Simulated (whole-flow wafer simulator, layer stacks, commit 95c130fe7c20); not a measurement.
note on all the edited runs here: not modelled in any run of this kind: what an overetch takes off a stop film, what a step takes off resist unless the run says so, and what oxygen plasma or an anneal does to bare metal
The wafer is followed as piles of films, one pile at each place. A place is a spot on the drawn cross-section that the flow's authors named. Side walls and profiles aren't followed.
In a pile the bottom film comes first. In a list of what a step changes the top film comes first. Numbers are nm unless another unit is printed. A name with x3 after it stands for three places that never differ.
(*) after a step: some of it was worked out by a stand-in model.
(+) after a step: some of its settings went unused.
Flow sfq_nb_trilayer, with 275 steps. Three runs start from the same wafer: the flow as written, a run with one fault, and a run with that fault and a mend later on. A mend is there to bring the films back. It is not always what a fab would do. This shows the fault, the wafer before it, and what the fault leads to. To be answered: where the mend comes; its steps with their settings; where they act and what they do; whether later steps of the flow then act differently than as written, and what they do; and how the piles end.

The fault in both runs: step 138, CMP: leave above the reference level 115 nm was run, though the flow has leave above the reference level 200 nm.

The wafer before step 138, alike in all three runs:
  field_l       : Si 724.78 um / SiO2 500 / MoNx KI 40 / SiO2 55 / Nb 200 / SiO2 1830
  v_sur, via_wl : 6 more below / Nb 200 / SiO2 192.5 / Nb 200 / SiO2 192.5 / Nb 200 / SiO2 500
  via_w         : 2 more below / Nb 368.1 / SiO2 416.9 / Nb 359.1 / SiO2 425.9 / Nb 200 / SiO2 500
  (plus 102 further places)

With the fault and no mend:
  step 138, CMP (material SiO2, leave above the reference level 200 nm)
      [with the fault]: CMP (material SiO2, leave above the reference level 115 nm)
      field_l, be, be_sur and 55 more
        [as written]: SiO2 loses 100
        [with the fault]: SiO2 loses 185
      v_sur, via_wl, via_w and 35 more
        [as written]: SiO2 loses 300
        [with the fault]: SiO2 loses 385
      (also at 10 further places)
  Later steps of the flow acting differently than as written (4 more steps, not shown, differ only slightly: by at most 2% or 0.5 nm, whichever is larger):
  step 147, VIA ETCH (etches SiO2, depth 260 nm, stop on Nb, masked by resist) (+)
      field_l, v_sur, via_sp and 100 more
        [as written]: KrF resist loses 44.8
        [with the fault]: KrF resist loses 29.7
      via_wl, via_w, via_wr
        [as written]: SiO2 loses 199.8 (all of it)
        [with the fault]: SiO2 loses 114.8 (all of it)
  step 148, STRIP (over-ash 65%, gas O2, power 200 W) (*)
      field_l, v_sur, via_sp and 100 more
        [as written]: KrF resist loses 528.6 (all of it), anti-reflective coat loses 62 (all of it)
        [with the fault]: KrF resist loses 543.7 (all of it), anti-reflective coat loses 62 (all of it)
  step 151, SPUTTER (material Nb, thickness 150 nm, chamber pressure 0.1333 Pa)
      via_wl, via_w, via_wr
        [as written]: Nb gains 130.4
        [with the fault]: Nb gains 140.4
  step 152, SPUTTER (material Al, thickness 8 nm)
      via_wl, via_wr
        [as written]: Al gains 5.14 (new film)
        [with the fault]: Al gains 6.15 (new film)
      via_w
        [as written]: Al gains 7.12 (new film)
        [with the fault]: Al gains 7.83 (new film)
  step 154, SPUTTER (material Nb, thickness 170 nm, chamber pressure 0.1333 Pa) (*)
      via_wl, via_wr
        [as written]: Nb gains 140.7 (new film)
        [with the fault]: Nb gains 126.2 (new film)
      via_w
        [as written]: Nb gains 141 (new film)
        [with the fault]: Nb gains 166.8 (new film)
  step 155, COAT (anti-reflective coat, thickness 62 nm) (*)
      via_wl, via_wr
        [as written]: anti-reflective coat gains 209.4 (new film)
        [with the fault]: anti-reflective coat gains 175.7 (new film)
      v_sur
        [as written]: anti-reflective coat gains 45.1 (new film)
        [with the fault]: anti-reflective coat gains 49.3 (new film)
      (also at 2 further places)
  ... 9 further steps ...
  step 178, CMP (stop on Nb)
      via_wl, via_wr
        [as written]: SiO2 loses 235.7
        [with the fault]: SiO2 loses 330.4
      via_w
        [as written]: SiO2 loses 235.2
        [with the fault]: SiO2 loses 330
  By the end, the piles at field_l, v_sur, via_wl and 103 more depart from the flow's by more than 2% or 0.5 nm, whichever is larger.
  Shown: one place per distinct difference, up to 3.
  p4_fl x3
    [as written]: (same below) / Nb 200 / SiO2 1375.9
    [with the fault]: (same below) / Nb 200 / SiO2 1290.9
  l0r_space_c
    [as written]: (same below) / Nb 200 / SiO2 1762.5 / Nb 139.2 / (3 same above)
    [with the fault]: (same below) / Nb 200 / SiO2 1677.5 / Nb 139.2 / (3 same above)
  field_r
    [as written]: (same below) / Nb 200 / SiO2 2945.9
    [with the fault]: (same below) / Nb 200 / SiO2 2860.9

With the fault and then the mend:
  After step 145 comes the mend.
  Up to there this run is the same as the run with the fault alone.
  step 145a, STRIP (over-ash 65%, gas O2, power 200 W) (*)
      field_l, v_sur, via_sp and 100 more
        KrF resist loses 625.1 (all of it), anti-reflective coat loses 62 (all of it)
      via_wl, via_w, via_wr
        anti-reflective coat loses 62 (all of it)
  step 145b, PECVD (material SiO2, thickness 85 nm, 150 C, 18.89 s, RF power 183.3 W, pressure 2.4 Torr, precursor SiH4/N2O) (the flow's step 137, run once more with other settings)
      field_l, v_sur, via_wl and 103 more
        SiO2 gains 85
  step 145c, COAT (anti-reflective coat, thickness 62 nm) (the flow's step 140, run once more)
      field_l, v_sur, via_wl and 103 more
        anti-reflective coat gains 62 (new film)
  step 145d, COAT (KrF resist, thickness 650 nm) (the flow's step 141, run once more)
      field_l, v_sur, via_wl and 103 more
        KrF resist gains 650 (new film)
  step 145e, SOFTBAKE (KrF resist) (the flow's step 142, run once more)
      does not change any film at any place that is followed
  step 145f, EXPOSE (photomask I4, dose 11.93 mJ/cm2, NA 0.6, wavelength 248 nm) (*) (the flow's step 143, run once more)
      does not change any film at any place that is followed
  step 145g, PEB (KrF resist, 90 s) (the flow's step 144, run once more)
      field_l, v_sur, via_wl and 103 more
        KrF resist loses 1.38
  step 145h, DEVELOP (KrF resist, thickness 650 nm, 60 s) (the flow's step 145, run once more)
      field_l, v_sur, via_sp and 100 more
        KrF resist loses 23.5
      via_wl, via_w, via_wr
        KrF resist loses 648.6 (all of it)
  Later steps of the flow that are run all act as written at every place that is followed, up to a difference of at most 2% or 0.5 nm, whichever is larger.
  By the end, the piles equal the flow's at every place that both follow.
